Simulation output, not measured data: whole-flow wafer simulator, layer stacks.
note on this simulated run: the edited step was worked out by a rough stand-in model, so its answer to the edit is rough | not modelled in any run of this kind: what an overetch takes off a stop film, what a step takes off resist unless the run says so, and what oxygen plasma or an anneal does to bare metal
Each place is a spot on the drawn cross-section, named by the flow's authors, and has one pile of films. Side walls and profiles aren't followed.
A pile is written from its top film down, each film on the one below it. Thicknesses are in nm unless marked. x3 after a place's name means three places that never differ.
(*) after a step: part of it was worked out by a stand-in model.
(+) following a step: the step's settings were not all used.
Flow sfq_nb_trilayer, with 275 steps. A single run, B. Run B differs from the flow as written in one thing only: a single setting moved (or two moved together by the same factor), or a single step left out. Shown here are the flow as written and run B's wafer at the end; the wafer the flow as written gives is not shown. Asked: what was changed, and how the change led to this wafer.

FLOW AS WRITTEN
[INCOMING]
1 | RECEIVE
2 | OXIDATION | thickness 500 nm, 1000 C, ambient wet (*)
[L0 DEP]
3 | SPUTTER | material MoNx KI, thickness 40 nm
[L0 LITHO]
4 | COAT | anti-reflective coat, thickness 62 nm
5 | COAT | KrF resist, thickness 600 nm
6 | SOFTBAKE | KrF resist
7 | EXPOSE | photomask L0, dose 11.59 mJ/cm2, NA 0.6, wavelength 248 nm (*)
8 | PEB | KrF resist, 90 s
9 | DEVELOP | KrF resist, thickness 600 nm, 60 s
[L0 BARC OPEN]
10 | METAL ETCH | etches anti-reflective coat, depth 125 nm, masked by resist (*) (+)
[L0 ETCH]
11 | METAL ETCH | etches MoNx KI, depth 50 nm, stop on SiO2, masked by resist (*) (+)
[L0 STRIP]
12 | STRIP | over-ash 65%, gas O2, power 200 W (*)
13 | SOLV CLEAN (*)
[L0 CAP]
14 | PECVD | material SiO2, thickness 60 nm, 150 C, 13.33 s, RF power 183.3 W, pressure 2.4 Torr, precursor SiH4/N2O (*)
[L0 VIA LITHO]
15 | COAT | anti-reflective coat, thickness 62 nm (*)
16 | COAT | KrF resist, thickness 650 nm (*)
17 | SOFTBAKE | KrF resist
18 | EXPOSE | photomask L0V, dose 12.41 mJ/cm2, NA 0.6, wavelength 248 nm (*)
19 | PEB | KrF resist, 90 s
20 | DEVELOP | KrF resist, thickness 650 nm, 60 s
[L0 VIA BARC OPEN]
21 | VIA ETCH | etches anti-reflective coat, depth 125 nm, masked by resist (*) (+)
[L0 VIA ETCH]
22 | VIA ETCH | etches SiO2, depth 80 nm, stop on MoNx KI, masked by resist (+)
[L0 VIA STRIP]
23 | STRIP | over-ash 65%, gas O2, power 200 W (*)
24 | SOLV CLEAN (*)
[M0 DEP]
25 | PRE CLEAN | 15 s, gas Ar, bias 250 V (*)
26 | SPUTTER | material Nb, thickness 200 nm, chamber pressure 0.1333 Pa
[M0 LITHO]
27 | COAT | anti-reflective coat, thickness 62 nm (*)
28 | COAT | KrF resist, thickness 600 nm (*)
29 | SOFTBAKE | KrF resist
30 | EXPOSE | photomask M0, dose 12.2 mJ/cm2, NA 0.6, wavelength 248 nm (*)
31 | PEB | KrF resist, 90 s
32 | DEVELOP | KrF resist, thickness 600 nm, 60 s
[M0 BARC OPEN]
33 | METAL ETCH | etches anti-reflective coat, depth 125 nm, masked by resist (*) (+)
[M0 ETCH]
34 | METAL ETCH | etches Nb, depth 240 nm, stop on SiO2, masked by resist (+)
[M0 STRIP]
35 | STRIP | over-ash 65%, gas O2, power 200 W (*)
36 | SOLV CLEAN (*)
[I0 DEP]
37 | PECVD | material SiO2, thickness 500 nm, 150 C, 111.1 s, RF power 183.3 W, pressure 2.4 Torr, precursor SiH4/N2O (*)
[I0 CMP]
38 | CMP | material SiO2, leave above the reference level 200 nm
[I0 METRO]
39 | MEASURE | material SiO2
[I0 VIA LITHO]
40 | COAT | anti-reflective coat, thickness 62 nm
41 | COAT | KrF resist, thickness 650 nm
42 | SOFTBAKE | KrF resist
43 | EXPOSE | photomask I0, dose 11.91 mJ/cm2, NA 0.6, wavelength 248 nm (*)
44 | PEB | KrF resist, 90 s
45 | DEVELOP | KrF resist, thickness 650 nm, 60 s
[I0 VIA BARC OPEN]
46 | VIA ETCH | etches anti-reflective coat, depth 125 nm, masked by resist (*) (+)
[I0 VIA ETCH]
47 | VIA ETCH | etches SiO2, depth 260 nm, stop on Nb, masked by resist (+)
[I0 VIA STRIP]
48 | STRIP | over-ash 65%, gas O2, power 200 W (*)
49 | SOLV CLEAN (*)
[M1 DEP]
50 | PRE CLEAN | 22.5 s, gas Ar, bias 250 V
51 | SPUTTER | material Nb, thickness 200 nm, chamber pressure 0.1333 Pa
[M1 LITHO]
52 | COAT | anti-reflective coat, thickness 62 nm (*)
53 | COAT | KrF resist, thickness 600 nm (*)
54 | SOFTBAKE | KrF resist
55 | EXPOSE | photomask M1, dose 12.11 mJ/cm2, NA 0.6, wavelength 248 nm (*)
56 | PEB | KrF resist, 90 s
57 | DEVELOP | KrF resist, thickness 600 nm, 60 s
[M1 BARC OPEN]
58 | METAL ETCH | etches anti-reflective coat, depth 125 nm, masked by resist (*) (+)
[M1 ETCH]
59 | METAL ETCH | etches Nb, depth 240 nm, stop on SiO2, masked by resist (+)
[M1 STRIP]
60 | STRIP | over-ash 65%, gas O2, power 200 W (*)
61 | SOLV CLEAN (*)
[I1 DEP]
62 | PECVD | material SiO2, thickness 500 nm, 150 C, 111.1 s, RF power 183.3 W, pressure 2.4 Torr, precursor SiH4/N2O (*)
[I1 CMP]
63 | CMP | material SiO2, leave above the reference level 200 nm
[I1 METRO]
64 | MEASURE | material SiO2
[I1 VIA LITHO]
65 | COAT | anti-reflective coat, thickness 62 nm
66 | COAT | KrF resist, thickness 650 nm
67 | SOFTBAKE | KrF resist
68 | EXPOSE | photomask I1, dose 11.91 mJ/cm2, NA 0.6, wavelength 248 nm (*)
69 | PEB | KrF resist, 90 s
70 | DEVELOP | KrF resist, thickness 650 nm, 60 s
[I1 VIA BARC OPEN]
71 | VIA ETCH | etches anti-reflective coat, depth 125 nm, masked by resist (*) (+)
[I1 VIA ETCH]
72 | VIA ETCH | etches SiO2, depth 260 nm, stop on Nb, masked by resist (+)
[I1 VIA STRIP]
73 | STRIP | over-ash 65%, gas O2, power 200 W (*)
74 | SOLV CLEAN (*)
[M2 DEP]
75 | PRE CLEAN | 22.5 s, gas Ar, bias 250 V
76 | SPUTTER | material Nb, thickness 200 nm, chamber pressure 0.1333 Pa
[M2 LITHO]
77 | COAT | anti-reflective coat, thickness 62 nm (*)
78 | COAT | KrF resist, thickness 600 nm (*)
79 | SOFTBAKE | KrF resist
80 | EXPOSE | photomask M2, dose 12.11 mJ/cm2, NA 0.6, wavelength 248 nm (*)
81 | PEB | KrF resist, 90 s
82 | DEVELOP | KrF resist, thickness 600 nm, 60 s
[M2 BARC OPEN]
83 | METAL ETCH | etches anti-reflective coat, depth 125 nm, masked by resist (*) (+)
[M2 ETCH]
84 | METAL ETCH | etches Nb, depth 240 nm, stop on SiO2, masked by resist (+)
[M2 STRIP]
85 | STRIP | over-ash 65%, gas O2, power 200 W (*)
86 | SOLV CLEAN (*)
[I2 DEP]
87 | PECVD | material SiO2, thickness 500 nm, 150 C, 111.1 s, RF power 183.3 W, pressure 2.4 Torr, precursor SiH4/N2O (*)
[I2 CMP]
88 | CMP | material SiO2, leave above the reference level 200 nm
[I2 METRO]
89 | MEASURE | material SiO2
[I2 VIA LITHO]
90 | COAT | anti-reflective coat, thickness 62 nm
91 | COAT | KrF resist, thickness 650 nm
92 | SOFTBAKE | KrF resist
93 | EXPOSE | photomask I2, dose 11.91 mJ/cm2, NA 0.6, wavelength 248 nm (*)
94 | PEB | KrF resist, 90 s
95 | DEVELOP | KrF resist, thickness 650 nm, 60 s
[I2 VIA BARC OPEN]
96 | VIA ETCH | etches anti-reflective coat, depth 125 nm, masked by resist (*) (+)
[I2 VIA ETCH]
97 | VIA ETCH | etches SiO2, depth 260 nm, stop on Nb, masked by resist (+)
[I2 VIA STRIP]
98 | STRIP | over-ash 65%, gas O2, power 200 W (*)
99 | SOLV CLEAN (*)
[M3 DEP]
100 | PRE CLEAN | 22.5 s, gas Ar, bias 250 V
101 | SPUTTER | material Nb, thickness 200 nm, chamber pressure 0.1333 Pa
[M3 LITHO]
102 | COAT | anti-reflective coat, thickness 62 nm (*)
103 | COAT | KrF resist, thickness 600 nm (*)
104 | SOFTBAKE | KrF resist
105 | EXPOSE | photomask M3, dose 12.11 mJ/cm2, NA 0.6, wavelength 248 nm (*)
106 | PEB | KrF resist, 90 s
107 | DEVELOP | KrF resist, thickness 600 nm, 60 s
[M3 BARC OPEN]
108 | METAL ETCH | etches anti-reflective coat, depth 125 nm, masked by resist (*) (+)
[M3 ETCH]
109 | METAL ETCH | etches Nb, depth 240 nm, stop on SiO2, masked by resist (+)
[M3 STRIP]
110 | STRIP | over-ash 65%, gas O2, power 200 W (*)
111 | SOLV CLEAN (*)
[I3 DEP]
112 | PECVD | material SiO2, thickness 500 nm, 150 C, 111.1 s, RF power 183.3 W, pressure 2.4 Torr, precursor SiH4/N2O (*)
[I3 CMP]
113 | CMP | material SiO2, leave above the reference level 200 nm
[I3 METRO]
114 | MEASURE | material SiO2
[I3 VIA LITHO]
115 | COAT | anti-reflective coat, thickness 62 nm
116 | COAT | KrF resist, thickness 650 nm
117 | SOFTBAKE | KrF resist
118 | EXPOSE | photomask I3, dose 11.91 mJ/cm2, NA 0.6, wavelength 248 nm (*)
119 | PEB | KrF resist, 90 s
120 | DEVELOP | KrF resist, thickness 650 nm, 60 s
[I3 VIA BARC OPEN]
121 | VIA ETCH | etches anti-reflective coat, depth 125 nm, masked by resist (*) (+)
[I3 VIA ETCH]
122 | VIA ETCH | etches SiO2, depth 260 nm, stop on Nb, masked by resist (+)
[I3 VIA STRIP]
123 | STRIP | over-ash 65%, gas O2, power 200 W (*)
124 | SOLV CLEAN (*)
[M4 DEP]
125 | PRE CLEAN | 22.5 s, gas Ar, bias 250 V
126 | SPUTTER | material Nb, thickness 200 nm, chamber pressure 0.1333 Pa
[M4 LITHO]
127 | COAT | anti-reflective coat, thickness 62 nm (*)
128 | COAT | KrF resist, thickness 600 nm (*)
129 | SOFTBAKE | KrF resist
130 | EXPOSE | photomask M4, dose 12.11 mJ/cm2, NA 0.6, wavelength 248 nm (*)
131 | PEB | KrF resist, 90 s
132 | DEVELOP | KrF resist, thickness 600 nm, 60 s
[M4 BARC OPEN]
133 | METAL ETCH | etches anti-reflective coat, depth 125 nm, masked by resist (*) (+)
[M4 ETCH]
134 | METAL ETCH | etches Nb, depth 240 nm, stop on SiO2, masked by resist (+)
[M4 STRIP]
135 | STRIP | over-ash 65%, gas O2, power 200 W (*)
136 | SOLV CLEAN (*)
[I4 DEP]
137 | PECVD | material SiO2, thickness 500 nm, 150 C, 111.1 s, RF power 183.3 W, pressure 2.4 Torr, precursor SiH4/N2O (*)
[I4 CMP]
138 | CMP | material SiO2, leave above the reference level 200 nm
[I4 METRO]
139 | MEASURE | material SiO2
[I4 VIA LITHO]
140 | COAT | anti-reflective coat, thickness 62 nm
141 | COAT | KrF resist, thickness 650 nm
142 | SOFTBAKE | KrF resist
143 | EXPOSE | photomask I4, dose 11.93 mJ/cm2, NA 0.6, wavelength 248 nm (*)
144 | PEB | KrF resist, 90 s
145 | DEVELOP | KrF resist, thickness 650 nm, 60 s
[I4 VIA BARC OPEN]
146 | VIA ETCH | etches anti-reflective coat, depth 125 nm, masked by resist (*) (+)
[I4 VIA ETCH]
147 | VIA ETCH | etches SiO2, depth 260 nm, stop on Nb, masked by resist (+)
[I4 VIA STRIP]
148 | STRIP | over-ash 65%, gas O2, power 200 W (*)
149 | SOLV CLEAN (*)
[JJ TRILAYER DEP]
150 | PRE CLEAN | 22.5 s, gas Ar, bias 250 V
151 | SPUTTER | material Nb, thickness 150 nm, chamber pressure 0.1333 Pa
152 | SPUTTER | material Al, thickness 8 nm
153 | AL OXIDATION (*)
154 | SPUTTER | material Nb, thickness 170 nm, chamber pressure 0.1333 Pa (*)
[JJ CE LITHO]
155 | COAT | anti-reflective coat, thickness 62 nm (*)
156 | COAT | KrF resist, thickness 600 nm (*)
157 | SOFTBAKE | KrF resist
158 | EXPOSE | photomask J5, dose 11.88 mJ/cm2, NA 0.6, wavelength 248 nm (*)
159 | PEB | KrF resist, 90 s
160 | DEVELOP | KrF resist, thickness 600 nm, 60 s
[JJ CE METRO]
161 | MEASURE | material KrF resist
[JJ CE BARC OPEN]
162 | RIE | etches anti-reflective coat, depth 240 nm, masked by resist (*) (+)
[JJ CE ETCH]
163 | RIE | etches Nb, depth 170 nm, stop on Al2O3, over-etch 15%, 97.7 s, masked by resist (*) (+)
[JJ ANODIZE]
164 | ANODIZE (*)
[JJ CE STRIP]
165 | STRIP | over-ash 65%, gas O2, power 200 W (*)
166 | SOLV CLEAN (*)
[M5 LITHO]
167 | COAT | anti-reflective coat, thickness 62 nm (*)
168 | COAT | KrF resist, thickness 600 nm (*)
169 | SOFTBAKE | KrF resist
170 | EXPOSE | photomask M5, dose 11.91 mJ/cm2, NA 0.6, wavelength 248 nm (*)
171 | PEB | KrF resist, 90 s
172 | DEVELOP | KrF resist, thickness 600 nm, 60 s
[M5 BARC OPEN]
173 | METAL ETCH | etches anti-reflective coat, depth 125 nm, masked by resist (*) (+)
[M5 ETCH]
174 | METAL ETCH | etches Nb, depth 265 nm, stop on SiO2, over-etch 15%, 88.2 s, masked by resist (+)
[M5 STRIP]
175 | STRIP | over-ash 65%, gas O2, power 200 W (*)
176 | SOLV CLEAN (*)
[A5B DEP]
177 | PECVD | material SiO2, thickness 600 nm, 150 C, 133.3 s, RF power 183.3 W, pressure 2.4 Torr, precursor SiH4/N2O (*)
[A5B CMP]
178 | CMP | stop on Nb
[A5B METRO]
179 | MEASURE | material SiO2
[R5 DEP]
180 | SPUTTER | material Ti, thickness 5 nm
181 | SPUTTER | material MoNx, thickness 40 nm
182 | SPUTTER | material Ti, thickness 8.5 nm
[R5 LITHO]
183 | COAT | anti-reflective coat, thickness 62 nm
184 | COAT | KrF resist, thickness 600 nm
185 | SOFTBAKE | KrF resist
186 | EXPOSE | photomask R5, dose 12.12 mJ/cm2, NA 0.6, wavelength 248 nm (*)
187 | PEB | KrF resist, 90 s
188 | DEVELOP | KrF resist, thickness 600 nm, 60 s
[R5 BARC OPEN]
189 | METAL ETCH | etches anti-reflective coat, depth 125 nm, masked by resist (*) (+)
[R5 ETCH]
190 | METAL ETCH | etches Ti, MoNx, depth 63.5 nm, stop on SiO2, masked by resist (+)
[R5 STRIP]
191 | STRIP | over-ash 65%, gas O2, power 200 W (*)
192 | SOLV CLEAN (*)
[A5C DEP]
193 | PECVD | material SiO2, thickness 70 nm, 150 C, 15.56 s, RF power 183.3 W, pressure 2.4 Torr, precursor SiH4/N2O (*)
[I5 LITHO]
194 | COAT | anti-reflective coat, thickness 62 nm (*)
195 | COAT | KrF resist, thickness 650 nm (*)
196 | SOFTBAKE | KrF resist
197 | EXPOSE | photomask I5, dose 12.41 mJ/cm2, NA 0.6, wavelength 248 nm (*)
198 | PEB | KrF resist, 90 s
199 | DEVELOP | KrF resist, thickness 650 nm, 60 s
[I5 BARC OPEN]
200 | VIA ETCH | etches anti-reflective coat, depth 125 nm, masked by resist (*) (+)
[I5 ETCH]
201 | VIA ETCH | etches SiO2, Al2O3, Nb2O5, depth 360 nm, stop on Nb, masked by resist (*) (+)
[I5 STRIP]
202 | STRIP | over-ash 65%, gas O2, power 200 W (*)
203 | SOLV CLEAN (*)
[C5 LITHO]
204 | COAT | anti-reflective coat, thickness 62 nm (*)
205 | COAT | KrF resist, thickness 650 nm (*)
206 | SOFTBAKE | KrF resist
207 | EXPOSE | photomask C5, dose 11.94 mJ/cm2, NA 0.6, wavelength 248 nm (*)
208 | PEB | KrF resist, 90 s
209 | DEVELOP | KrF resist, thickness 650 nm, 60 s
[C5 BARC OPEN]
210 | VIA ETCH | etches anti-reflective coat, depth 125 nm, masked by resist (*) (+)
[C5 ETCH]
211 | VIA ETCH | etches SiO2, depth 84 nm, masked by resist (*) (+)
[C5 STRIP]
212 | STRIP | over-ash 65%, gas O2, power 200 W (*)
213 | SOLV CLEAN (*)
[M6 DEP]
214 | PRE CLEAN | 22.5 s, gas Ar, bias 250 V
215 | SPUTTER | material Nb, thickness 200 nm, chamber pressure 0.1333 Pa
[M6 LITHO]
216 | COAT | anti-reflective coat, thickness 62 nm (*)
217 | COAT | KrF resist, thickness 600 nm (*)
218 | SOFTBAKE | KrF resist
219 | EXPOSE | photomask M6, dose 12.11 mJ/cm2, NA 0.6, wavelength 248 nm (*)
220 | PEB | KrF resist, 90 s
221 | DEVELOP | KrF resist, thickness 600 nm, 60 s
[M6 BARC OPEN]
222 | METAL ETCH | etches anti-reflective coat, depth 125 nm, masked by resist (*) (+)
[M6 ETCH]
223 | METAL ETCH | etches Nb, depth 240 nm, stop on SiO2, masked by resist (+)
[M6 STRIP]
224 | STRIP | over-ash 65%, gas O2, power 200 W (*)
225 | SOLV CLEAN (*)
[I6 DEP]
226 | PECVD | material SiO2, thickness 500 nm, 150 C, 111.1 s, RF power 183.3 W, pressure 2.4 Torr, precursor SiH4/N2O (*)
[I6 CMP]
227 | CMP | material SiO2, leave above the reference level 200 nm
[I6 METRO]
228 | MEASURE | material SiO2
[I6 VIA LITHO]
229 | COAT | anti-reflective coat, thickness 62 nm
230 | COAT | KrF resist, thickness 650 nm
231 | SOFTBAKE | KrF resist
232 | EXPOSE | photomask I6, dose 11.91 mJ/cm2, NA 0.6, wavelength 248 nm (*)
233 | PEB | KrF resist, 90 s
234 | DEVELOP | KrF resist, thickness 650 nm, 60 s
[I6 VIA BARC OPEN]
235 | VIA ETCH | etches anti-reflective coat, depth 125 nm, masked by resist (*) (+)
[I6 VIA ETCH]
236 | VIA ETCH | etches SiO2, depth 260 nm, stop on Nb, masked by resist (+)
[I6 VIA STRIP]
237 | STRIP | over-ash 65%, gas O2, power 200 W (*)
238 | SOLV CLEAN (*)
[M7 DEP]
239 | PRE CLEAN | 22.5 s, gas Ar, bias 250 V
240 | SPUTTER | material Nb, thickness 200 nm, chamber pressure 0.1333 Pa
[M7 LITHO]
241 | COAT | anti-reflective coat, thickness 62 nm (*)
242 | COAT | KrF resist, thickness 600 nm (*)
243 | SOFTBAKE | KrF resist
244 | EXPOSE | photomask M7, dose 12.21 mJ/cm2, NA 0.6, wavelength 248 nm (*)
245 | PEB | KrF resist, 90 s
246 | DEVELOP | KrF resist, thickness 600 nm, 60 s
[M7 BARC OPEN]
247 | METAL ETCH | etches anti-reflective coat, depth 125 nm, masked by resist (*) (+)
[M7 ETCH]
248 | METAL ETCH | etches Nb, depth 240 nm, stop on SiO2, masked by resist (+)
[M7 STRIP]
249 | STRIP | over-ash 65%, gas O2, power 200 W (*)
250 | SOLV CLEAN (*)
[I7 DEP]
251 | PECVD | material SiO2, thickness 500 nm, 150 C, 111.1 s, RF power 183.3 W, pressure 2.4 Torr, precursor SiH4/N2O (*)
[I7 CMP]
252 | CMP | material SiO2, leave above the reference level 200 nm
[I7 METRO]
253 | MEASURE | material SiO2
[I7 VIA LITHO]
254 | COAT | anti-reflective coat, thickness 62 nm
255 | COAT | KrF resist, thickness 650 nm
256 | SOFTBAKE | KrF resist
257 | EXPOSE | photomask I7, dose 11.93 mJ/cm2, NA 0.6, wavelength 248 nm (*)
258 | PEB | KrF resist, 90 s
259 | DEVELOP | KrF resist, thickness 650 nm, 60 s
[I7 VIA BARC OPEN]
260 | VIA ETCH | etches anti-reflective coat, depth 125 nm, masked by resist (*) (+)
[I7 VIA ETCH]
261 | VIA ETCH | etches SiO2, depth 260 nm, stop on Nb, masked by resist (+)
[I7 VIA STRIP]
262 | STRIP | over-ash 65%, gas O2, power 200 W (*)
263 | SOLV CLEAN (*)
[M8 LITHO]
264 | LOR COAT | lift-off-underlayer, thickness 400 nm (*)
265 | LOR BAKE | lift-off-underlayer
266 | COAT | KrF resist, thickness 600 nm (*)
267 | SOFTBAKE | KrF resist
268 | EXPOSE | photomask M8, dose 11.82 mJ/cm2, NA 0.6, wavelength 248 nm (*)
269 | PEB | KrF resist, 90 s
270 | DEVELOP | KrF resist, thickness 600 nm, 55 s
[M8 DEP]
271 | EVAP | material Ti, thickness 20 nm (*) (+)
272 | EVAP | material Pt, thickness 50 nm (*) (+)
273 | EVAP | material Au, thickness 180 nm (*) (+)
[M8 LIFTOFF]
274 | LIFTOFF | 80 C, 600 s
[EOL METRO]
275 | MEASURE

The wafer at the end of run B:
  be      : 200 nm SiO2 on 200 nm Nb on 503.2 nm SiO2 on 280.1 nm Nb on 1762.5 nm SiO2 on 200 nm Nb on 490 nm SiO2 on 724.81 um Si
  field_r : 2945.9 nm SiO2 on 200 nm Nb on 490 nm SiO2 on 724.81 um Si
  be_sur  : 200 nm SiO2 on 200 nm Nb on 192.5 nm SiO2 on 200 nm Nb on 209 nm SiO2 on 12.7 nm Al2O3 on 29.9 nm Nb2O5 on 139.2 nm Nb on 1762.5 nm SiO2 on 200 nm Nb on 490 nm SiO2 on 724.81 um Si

What caused this: step 2, OXIDATION: thickness 435 nm was run, while the flow as written has thickness 500 nm.

How this came from the change, step by step:
  2 | OXIDATION | thickness 500 nm, 1000 C, ambient wet (*)
      field_l, v_sur, via_wl and 103 more: SiO2 gains 435 (new film), chemical SiO2 loses 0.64 (all of it), Si loses 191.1 (it would be, as written: SiO2 gains 500 (new film), chemical SiO2 loses 0.64 (all of it), Si loses 219.7)
